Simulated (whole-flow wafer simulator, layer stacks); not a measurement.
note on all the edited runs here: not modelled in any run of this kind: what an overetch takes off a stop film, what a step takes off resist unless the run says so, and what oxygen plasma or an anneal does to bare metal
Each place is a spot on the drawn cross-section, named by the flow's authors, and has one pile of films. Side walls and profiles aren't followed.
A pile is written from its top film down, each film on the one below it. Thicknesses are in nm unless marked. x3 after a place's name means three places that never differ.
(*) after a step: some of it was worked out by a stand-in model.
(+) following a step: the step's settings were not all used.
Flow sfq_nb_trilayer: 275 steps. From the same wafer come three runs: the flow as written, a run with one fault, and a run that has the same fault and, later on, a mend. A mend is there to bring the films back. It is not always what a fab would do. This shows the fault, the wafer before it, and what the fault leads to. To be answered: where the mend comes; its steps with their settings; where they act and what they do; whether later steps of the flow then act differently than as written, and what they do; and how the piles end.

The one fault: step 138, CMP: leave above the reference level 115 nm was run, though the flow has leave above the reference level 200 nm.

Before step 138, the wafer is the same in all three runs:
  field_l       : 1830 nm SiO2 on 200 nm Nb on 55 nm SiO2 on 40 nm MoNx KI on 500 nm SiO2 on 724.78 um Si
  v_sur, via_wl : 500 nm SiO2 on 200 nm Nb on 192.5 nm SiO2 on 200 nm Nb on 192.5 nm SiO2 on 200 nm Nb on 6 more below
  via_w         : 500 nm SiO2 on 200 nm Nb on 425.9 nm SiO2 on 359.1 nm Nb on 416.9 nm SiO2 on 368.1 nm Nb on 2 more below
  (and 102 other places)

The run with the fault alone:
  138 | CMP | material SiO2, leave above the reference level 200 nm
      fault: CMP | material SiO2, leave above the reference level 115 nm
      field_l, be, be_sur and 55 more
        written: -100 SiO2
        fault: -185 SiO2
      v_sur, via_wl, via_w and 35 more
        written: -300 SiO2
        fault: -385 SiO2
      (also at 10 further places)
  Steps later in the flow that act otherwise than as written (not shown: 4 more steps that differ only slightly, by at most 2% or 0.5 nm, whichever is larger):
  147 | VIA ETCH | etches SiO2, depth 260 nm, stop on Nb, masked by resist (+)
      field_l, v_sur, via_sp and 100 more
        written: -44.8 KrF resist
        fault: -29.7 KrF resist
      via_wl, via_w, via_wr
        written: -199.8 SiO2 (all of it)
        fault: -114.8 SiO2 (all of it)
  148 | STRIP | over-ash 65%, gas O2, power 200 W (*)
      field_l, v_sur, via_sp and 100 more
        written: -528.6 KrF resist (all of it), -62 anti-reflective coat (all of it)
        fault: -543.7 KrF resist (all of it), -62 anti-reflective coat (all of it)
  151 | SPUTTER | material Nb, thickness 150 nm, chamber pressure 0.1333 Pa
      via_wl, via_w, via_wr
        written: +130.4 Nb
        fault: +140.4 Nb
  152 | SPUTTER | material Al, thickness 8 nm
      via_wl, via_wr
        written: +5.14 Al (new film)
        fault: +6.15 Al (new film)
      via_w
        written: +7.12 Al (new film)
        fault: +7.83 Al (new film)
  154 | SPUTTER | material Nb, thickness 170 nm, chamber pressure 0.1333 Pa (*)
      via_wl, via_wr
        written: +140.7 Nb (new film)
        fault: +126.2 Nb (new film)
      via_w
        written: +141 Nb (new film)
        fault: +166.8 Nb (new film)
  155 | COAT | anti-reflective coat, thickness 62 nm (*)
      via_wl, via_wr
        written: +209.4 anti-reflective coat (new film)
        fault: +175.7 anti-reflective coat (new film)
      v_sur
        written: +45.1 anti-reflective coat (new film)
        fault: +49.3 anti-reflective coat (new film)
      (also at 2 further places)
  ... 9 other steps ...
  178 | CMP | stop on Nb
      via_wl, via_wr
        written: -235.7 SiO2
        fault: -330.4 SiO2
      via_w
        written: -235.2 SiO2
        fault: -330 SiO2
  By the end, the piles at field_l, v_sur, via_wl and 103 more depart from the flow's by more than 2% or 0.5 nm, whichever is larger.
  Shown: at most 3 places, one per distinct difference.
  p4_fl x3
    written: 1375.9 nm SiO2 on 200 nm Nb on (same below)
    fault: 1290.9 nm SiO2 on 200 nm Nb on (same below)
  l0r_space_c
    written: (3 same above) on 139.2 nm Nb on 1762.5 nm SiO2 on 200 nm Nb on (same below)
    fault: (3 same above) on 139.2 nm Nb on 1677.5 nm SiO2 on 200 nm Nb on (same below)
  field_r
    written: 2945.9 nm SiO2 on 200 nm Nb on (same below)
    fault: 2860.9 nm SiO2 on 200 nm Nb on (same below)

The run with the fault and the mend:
  The mend follows step 139.
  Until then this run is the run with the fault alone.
  139a | PECVD | material SiO2, thickness 85 nm, 150 C, 18.89 s, RF power 183.3 W, pressure 2.4 Torr, precursor SiH4/N2O (the flow's step 137, run once more with other settings)
      field_l, v_sur, via_wl and 103 more
        +85 SiO2
  Every later step of the flow that is run acts as written, at every place that is followed, to within 2% or 0.5 nm, whichever is larger.
  At every place that both follow, the piles at the end match the flow's.
